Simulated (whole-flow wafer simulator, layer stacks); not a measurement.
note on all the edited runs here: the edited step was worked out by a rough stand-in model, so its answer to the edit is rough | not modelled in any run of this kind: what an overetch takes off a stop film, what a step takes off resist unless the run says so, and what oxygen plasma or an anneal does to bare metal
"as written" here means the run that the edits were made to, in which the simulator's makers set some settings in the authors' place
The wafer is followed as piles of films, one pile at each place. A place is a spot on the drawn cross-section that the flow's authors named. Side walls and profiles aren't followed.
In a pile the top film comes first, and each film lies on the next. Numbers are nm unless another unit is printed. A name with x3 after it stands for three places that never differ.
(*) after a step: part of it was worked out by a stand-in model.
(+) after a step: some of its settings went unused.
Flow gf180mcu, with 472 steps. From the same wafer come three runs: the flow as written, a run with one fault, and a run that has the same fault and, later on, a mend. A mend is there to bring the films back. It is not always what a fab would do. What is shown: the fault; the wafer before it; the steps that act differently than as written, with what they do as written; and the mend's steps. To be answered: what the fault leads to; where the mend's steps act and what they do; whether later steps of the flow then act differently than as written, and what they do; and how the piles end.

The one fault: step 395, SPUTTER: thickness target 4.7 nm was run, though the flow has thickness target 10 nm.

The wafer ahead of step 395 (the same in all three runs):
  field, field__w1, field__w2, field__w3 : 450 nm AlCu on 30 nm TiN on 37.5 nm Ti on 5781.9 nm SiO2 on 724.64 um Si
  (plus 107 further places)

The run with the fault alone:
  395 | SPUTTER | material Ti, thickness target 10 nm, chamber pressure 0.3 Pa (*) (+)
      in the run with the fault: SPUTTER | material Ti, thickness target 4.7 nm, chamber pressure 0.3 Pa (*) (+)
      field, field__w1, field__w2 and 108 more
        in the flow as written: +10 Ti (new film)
        in the run with the fault: +4.7 Ti (new film)
  Steps later in the flow that act otherwise than as written (2 more steps, not shown, differ only slightly: by at most 2% or 0.5 nm, whichever is larger):
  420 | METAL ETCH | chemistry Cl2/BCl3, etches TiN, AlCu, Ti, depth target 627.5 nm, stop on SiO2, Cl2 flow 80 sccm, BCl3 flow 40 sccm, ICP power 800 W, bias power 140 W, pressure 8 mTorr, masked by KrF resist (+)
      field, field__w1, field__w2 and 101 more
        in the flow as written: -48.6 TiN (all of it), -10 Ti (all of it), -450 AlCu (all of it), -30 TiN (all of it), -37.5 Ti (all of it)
        in the run with the fault: -48.6 TiN (all of it), -4.7 Ti (all of it), -450 AlCu (all of it), -30 TiN (all of it), -37.5 Ti (all of it)
  The piles end different from the flow's at field__w4, field__w8, contact, m1, m1__w1, mim, mim_1p0, m1_nw by more than 2% or 0.5 nm, whichever is larger.
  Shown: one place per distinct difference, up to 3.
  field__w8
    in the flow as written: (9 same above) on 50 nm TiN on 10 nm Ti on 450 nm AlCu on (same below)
    in the run with the fault: (9 same above) on 50 nm TiN on 4.7 nm Ti on 450 nm AlCu on (same below)
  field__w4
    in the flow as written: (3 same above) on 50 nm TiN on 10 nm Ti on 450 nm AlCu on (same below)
    in the run with the fault: (3 same above) on 50 nm TiN on 4.7 nm Ti on 450 nm AlCu on (same below)
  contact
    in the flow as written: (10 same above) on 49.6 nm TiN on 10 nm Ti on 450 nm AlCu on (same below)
    in the run with the fault: (10 same above) on 49.6 nm TiN on 4.7 nm Ti on 450 nm AlCu on (same below)

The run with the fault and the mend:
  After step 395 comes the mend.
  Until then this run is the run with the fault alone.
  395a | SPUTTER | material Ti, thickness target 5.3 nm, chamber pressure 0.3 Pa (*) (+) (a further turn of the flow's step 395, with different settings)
      field, field__w1, field__w2 and 108 more
        +5.3 Ti
  None of the later steps of the flow acts differently than as written at any place that is followed.
  The piles end the same as the flow's at every place that both follow.
